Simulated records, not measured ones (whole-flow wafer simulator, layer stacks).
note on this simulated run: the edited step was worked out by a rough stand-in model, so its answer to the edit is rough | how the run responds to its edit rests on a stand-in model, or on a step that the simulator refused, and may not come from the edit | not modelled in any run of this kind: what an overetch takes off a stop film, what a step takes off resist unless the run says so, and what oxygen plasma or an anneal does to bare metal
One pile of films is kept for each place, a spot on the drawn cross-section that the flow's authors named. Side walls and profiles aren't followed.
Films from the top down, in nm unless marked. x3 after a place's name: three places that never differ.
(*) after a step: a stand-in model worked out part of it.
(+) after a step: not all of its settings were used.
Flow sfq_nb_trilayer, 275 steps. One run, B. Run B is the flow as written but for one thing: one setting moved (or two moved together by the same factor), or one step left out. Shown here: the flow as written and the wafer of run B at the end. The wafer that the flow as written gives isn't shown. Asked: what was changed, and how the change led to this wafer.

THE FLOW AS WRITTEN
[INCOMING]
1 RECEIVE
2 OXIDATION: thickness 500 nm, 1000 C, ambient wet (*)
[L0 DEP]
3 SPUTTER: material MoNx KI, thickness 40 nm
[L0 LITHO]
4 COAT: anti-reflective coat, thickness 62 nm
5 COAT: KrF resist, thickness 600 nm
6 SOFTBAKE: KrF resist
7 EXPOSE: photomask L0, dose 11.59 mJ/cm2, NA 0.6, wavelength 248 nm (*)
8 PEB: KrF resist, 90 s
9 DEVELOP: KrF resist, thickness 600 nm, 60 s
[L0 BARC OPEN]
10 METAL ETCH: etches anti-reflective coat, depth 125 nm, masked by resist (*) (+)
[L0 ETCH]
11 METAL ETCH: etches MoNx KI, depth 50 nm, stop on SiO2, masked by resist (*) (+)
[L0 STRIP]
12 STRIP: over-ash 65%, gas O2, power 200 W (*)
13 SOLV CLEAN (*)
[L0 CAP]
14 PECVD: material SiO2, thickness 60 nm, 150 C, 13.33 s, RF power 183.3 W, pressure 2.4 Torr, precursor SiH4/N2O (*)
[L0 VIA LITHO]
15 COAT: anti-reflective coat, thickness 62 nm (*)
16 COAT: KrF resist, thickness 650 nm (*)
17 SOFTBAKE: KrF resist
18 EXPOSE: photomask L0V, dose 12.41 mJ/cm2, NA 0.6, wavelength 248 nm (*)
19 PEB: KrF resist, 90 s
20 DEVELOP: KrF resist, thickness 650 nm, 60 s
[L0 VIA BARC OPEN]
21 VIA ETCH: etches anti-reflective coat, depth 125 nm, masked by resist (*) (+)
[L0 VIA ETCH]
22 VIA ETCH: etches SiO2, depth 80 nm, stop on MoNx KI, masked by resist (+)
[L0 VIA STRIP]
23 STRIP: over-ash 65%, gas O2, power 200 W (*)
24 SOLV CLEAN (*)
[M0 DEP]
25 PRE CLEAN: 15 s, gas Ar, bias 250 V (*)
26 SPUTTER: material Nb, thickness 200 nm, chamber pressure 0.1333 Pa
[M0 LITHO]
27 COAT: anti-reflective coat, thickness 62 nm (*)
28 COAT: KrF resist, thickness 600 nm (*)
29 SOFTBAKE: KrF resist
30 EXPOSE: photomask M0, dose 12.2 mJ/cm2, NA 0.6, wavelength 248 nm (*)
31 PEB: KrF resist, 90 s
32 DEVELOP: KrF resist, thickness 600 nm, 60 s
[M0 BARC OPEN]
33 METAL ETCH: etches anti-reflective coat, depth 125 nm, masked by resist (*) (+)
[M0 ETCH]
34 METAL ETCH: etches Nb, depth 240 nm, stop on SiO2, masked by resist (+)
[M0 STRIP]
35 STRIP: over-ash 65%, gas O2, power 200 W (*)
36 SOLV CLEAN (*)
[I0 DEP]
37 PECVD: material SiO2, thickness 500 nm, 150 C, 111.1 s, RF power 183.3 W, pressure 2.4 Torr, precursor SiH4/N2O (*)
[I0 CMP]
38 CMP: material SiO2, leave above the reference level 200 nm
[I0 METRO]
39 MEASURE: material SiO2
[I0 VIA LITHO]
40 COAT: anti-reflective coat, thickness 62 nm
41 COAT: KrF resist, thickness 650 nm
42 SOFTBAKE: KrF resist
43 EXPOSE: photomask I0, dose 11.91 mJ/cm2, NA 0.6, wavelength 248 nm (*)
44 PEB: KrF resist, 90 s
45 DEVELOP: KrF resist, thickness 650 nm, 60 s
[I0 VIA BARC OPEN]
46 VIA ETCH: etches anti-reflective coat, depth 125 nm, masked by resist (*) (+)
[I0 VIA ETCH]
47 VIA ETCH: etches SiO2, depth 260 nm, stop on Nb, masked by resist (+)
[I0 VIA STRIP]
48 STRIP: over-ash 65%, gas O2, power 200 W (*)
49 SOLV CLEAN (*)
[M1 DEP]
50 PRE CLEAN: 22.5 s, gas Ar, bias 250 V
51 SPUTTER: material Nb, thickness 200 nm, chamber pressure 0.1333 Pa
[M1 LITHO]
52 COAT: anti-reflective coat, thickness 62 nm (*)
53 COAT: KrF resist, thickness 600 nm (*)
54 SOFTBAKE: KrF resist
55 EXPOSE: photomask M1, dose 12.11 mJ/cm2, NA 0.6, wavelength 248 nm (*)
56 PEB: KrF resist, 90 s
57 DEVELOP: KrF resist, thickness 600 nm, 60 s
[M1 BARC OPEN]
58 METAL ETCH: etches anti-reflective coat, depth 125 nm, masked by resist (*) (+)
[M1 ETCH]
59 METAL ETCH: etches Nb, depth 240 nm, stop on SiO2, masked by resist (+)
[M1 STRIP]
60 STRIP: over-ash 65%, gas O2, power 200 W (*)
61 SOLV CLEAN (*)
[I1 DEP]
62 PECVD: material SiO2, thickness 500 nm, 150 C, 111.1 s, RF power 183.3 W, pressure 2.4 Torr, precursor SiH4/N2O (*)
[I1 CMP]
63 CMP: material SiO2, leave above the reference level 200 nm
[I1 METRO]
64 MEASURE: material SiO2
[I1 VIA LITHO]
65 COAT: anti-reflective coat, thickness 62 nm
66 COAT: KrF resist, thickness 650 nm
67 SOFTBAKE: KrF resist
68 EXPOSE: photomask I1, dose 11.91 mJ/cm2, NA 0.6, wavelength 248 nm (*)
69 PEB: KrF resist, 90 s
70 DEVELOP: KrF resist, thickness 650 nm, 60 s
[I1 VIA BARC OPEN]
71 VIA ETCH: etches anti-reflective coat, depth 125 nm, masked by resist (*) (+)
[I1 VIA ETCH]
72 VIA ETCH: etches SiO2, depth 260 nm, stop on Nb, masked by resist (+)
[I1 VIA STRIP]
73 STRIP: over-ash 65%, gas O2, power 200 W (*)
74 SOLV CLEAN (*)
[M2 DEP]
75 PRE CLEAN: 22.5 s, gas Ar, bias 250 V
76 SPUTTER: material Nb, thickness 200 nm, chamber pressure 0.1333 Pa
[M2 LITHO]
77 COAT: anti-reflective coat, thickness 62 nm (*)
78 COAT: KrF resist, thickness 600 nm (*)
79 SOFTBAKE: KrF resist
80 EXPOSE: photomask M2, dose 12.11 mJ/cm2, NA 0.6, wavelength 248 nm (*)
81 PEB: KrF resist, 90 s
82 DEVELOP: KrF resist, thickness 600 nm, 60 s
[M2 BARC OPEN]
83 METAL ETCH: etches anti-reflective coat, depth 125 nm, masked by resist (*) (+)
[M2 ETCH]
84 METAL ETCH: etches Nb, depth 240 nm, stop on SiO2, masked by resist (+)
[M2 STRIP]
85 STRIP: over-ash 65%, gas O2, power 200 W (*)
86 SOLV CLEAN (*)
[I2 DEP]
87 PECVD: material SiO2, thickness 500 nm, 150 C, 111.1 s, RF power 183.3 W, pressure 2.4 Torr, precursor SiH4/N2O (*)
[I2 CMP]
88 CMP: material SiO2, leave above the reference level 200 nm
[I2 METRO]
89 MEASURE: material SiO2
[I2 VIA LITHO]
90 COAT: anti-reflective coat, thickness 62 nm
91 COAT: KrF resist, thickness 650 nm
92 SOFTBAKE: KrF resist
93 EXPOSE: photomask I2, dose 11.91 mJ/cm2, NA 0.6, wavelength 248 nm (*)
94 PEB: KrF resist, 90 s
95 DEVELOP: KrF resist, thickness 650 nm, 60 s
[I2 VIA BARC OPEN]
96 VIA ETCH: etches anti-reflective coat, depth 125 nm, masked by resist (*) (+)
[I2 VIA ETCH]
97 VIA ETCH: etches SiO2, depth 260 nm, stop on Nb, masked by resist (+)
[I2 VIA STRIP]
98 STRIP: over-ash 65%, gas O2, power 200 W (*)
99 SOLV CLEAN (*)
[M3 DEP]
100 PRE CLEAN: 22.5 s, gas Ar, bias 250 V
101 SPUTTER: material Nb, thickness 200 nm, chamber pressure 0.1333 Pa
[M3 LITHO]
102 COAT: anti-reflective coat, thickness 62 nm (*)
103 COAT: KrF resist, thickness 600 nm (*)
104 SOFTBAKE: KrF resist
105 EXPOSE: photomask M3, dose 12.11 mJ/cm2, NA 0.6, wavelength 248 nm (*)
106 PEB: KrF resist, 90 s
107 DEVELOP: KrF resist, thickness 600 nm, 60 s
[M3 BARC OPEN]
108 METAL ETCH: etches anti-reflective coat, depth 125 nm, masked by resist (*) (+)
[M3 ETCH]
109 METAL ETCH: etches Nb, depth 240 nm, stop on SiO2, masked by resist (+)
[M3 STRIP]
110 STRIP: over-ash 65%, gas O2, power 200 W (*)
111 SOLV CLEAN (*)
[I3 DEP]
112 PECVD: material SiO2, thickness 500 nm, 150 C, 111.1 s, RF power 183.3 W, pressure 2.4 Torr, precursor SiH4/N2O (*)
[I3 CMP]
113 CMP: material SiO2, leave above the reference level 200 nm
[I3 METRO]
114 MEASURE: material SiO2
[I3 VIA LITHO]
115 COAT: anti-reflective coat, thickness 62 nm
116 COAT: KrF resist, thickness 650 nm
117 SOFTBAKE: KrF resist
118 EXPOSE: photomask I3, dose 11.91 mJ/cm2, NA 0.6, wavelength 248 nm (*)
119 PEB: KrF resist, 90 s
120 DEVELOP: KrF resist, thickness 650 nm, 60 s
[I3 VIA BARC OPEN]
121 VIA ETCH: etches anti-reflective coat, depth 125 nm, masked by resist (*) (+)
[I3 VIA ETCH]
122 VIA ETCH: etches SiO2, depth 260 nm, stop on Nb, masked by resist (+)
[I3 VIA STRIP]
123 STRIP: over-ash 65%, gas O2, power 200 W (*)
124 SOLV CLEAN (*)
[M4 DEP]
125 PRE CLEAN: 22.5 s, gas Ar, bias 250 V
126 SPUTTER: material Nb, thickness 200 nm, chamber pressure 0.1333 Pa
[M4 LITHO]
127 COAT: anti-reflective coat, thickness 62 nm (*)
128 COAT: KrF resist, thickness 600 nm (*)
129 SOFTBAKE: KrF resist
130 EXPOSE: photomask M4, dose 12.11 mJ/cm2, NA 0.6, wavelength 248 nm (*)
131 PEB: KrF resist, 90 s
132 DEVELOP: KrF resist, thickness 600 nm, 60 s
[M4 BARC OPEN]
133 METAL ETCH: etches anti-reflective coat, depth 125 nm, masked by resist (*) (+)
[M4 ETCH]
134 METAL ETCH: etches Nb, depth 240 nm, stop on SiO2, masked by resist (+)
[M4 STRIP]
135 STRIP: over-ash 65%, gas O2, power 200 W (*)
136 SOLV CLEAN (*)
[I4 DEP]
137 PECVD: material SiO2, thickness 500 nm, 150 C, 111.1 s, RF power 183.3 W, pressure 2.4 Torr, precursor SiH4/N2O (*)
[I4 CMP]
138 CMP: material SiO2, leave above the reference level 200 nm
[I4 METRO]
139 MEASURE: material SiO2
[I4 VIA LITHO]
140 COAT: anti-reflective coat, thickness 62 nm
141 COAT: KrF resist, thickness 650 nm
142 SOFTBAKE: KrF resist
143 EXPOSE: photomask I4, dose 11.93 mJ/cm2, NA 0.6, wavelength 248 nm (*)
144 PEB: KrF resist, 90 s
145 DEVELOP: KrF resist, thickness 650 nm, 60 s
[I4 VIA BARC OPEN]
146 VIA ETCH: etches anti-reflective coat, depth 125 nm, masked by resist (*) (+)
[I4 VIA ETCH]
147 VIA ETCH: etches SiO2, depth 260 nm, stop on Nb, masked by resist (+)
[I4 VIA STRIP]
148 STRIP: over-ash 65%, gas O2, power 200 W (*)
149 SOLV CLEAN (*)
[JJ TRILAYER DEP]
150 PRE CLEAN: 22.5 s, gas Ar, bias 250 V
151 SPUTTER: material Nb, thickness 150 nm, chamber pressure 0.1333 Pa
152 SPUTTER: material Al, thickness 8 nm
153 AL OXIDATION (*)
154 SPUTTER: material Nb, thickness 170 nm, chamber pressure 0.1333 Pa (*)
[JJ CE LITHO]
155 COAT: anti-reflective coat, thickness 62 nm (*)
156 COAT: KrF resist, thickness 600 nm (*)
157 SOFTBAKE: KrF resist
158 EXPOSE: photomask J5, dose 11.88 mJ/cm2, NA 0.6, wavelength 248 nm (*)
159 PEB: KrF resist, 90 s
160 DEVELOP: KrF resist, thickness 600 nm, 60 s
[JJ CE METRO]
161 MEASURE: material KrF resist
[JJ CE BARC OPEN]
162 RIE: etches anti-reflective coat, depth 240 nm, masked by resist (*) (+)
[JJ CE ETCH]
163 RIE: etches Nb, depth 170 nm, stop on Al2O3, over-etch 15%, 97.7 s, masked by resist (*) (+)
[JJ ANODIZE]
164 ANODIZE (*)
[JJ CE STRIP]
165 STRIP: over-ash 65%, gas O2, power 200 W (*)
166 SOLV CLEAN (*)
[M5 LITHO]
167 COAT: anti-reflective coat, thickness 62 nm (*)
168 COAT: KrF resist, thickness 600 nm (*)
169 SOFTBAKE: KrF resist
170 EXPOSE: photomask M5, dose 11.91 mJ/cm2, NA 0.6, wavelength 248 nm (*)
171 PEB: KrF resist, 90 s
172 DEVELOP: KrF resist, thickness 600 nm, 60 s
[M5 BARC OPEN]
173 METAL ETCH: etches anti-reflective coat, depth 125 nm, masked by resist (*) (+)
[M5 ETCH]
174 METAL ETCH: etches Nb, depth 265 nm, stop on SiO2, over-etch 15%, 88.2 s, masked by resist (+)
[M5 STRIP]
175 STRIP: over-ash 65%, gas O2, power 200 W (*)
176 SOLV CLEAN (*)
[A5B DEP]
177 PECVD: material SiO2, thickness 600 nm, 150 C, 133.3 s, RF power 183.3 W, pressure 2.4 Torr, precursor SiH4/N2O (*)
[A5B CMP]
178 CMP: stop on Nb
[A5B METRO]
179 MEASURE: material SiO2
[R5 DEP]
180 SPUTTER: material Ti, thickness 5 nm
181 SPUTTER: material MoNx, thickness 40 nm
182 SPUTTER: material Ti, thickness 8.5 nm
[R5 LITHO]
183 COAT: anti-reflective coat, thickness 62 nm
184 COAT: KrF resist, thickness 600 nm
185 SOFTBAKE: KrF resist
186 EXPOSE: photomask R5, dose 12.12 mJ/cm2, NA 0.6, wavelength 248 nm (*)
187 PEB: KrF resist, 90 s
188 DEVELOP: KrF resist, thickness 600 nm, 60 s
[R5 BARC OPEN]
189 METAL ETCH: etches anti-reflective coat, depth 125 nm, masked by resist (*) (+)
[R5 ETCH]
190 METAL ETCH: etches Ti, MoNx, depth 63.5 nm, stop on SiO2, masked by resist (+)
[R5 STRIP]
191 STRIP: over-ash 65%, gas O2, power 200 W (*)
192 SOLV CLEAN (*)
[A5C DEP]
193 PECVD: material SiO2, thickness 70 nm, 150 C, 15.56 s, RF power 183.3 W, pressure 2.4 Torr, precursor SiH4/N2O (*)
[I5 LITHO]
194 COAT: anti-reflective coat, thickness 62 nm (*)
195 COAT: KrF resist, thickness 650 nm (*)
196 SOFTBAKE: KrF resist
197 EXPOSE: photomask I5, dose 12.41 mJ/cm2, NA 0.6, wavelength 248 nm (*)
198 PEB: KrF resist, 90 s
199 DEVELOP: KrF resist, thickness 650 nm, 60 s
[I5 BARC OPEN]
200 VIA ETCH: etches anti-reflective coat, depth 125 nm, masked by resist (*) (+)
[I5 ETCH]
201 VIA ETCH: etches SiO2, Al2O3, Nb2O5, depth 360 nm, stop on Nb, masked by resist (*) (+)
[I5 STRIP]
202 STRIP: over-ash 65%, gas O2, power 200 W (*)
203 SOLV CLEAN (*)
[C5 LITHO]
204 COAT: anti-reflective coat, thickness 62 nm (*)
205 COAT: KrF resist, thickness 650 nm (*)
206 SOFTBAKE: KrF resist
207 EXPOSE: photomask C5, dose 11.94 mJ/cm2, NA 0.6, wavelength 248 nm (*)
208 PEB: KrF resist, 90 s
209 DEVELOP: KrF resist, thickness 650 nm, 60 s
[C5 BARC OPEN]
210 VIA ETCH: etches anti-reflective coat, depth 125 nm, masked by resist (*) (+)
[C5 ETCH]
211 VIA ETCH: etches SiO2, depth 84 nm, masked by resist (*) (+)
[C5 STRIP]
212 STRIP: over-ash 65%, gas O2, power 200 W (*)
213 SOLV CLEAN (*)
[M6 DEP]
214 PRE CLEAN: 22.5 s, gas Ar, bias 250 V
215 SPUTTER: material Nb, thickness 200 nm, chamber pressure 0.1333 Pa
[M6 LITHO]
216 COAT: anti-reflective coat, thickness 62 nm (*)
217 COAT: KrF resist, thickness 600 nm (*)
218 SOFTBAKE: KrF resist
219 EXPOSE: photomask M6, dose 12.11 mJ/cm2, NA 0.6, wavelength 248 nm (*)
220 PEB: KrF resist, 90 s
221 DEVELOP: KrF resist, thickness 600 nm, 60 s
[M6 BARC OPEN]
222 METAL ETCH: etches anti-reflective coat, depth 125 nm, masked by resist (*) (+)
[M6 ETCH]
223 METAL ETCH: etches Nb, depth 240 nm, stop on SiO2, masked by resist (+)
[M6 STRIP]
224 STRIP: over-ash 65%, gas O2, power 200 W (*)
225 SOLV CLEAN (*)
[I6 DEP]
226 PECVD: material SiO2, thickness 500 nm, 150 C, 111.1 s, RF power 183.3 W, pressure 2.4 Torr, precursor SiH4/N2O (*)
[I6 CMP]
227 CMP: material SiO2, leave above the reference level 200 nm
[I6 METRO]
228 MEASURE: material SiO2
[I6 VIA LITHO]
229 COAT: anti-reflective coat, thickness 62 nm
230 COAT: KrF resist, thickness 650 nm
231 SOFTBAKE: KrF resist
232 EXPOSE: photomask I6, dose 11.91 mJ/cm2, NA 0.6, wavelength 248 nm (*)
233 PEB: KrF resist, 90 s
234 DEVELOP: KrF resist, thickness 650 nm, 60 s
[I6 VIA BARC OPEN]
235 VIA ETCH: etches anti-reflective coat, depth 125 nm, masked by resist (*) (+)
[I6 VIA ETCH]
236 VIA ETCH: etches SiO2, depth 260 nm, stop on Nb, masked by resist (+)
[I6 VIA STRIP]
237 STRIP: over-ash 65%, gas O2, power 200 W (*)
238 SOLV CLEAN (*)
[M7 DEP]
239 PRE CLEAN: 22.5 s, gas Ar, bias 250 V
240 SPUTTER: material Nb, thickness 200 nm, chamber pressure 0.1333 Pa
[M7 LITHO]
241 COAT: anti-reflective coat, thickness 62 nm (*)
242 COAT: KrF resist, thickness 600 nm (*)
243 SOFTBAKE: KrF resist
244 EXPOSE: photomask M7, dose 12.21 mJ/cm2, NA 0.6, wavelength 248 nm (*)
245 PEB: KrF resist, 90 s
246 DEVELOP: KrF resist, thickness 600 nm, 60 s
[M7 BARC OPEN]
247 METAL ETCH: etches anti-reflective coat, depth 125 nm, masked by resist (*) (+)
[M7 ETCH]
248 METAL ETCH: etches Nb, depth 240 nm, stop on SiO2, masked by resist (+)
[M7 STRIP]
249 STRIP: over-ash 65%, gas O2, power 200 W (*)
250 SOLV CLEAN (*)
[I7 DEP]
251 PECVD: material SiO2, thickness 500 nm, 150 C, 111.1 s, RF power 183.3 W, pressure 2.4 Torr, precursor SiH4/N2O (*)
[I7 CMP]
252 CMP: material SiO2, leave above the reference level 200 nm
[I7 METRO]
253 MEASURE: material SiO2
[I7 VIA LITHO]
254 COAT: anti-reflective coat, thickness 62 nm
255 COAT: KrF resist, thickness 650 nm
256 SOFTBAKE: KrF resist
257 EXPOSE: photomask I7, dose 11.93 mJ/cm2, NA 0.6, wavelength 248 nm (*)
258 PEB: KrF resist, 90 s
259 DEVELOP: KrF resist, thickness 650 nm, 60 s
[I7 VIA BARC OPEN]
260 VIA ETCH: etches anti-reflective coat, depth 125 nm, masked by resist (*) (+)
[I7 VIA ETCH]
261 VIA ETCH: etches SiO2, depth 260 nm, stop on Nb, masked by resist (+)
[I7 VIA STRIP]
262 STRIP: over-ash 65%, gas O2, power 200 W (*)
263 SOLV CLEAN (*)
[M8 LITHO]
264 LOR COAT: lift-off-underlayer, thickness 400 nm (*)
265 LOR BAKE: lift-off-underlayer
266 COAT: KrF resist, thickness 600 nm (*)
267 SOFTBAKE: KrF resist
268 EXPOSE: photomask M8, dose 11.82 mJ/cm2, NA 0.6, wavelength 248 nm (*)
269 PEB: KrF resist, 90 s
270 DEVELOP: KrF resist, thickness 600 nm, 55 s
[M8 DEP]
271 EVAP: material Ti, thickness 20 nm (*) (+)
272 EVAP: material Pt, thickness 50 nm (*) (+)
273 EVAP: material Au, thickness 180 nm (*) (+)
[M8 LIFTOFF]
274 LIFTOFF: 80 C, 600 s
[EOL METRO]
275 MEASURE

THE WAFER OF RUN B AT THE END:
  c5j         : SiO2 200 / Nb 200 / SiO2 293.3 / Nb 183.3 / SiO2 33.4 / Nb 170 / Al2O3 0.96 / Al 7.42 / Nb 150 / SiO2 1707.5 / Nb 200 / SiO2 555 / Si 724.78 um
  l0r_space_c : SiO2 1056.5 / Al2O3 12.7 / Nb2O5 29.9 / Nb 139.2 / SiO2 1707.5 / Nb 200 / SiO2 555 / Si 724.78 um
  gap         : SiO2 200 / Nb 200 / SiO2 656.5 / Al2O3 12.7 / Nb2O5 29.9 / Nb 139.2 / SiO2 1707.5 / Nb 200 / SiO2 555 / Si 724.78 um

The cause: step 137, PECVD: thickness 345 nm was run, where the flow has thickness 500 nm; step 137, PECVD: 76.67 s was run, where the flow has 111.1 s.

How the change led to this, step by step:
  137 PECVD: material SiO2, thickness 500 nm, 150 C, 111.1 s, RF power 183.3 W, pressure 2.4 Torr, precursor SiH4/N2O (*)
      field_l, be, be_sur and 55 more: SiO2 +345 (as written it would be: SiO2 +500)
      v_sur, via_wl, via_w and 35 more: SiO2 +345 (new film) (as written it would be: SiO2 +500 (new film))
      (and at 10 more places)
  138 CMP: material SiO2, leave above the reference level 200 nm
      field_l, be, be_sur and 55 more: nothing (as written it would be: SiO2 -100)
      p3_s0, p3_s1, p3_s2, p3_s3, p3_s4, p3_s5: nothing (as written it would be: SiO2 -157.1)
      (and at 42 more places)
  140 COAT: anti-reflective coat, thickness 62 nm
      m0r_line_l, m0r_line_r, m5r_line_l, m6r_line_l, m6r_line_r, m7r_line_l, m7r_line_r: anti-reflective coat +63.5 (new film) (as written it would be: anti-reflective coat +62 (new film))
      m0r_space_l, m0r_space_r, m6r_space_l, m6r_space_r, m7r_space_l, m7r_space_r: anti-reflective coat +69.9 (new film) (as written it would be: anti-reflective coat +62 (new film))
      (and at 69 more places)
  141 COAT: KrF resist, thickness 650 nm
      p3_l2, p3_l3: KrF resist +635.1 (new film) (as written it would be: KrF resist +650 (new film))
      v_sur: KrF resist +630.5 (new film) (as written it would be: KrF resist +650 (new film))
      (and at 21 more places)
  145 DEVELOP: KrF resist, thickness 650 nm, 60 s
      via_wl: KrF resist -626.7 (all of it) (as written it would be: KrF resist -648.6 (all of it))
      via_w: KrF resist -629.7 (all of it) (as written it would be: KrF resist -648.6 (all of it))
      (and at 1 more place)
  146 VIA ETCH: etches anti-reflective coat, depth 125 nm, masked by resist (*) (+)
      field_l, v_sur, via_sp and 100 more: KrF resist -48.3 (as written it would be: KrF resist -51.7)
      via_wl, via_wr: anti-reflective coat -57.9 (all of it), SiO2 -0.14 (as written it would be: anti-reflective coat -62 (all of it), SiO2 -0.16)
      (and at 1 more place)
  148 STRIP: over-ash 65%, gas O2, power 200 W (*)
      m0r_line_l, m0r_line_r, m6r_line_l, m6r_line_r, m7r_line_l, m7r_line_r: KrF resist -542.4 (all of it), anti-reflective coat -63.5 (all of it) (as written it would be: KrF resist -528.6 (all of it), anti-reflective coat -62 (all of it))
      m0r_space_l, m0r_space_r, m6r_space_l, m6r_space_r, m7r_space_l, m7r_space_r: KrF resist -538.1 (all of it), anti-reflective coat -69.9 (all of it) (as written it would be: KrF resist -528.6 (all of it), anti-reflective coat -62 (all of it))
      (and at 70 more places)
  151 SPUTTER: material Nb, thickness 150 nm, chamber pressure 0.1333 Pa
      be, lsp_l: Nb +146 (new film) (as written it would be: Nb +150 (new film))
  154 SPUTTER: material Nb, thickness 170 nm, chamber pressure 0.1333 Pa (*)
      be, lsp_l: Nb +165.1 (new film) (as written it would be: Nb +170 (new film))
  155 COAT: anti-reflective coat, thickness 62 nm (*)
      m0r_line_l, m0r_line_r, m5r_line_l and 6 more: anti-reflective coat +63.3 (new film) (as written it would be: anti-reflective coat +62 (new film))
      m0r_space_l, m0r_space_r, m6r_space_l, m6r_space_r, m7r_space_l, m7r_space_r: anti-reflective coat +68.6 (new film) (as written it would be: anti-reflective coat +62 (new film))
      (and at 65 more places)
  156 COAT: KrF resist, thickness 600 nm (*)
      ln_m5, ln_m6: KrF resist +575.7 (new film) (as written it would be: KrF resist +599.2 (new film))
      v_sur: KrF resist +563.4 (new film) (as written it would be: KrF resist +588.2 (new film))
      (and at 23 more places)
  160 DEVELOP: KrF resist, thickness 600 nm, 60 s
      ln_m5, ln_m6: KrF resist -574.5 (all of it) (as written it would be: KrF resist -598 (all of it))
      p3_l2, p3_l3: KrF resist -582.2 (all of it) (as written it would be: KrF resist -598.7 (all of it))
      (and at 22 more places)
  162 RIE: etches anti-reflective coat, depth 240 nm, masked by resist (*) (+)
      m0r_line_l, m0r_line_r, m5r_line_l and 6 more: anti-reflective coat -63.3 (all of it) (as written it would be: anti-reflective coat -62 (all of it))
      m0r_space_l, m0r_space_r, m6r_space_l, m6r_space_r, m7r_space_l, m7r_space_r: anti-reflective coat -68.6 (all of it) (as written it would be: anti-reflective coat -62 (all of it))
      (and at 64 more places)
  163 RIE: etches Nb, depth 170 nm, stop on Al2O3, over-etch 15%, 97.7 s, masked by resist (*) (+)
      be, lsp_l: Nb -165.1 (all of it), Al2O3 -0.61 (as written it would be: Nb -170 (all of it), Al2O3 -0.51)
  164 ANODIZE (*)
      be, lsp_l: Al2O3 +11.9, Nb2O5 +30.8 (new film), Al -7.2 (all of it), Nb -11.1 (as written it would be: Al2O3 +12.2, Nb2O5 +29.9 (new film), Al -7.42 (all of it), Nb -10.8)
      via_v: Al2O3 +11.7, Nb2O5 +31 (new film), Al -7.08 (all of it), Nb -11.2 (as written it would be: Al2O3 +12.2, Nb2O5 +29.9 (new film), Al -7.42 (all of it), Nb -10.8)
  165 STRIP: over-ash 65%, gas O2, power 200 W (*)
      ce_l: KrF resist -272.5 (all of it), anti-reflective coat -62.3 (all of it) (as written it would be: KrF resist -266.8 (all of it), anti-reflective coat -61.4 (all of it))
      c5j: KrF resist -272.4 (all of it), anti-reflective coat -62.3 (all of it) (as written it would be: KrF resist -266.9 (all of it), anti-reflective coat -61.5 (all of it))
      (and at 1 more place)
  ... 42 more steps ...
  274 LIFTOFF: 80 C, 600 s
      be: Au -180 (all of it), Pt -50 (all of it), Ti -20 (all of it), KrF resist -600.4 (all of it), lift-off-underlayer -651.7 (all of it) (as written it would be: Au -180 (all of it), Pt -50 (all of it), Ti -20 (all of it), KrF resist -572.1 (all of it), lift-off-underlayer -398.5 (all of it))
      be_sur: Au -180 (all of it), Pt -50 (all of it), Ti -20 (all of it), KrF resist -582.5 (all of it), lift-off-underlayer -377 (all of it) (as written it would be: Au -180 (all of it), Pt -50 (all of it), Ti -20 (all of it), KrF resist -572.6 (all of it), lift-off-underlayer -398.9 (all of it))
Counting metal films that touch as one body, c5j has 5 bodies (between them, from the top down: SiO2 293.3; SiO2 33.4; Al2O3 0.96; SiO2 1707.5); the flow as written gives 4 bodies (between them, from the top down: SiO2 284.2; Al2O3 0.96; SiO2 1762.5).
